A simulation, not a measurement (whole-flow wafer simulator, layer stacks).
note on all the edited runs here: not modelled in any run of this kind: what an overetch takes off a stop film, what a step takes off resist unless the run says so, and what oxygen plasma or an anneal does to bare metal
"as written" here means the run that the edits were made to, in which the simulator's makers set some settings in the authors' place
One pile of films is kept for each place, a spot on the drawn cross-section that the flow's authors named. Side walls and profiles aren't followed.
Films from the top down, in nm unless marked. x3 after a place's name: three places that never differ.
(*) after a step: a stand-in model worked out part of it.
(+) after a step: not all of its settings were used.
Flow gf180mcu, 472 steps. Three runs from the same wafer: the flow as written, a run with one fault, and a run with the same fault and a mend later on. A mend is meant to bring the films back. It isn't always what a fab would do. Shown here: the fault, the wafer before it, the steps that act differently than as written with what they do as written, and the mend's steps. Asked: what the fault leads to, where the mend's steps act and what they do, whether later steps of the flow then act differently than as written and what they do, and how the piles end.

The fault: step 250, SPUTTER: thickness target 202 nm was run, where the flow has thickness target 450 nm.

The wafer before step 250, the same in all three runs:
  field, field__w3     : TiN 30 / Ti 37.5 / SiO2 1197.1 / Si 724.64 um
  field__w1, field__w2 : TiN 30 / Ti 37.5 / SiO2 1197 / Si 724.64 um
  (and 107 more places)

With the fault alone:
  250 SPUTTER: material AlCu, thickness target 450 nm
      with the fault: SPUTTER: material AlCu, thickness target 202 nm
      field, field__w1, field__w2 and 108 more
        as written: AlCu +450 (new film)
        with the fault: AlCu +202 (new film)
  Later steps of the flow that act differently than as written:
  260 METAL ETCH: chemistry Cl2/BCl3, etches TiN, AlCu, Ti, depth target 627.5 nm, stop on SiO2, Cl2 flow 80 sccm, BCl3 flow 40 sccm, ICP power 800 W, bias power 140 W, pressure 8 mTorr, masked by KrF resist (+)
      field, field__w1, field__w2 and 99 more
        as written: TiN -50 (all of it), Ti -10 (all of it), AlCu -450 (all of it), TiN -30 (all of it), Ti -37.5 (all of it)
        with the fault: TiN -50 (all of it), Ti -10 (all of it), AlCu -202 (all of it), TiN -30 (all of it), Ti -37.5 (all of it)
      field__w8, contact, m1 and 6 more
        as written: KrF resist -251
        with the fault: KrF resist -197.7
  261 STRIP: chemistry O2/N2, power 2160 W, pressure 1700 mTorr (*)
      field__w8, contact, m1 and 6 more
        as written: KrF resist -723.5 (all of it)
        with the fault: KrF resist -776.8 (all of it)
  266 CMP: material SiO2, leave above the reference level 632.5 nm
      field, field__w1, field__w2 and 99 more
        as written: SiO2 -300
        with the fault: SiO2 -548
  At the end the piles differ from the flow's by more than 2% or 0.5 nm, whichever is larger, at field, field__w1, field__w2 and 109 more.
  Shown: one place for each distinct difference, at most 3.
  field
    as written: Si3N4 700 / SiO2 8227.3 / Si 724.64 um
    with the fault: Si3N4 700 / SiO2 7979.3 / Si 724.64 um
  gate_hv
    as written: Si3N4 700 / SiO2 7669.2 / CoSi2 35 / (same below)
    with the fault: Si3N4 700 / SiO2 7421.2 / CoSi2 35 / (same below)
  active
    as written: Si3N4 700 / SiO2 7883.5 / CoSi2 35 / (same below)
    with the fault: Si3N4 700 / SiO2 7635.5 / CoSi2 35 / (same below)

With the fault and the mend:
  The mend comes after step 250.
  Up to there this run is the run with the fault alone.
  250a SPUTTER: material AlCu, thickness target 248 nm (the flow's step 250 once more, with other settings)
      field, field__w1, field__w2 and 108 more
        AlCu +248
  No later step of the flow acts differently than as written at any place that is followed.
  At the end the piles are the same as the flow's at every place that both follow.
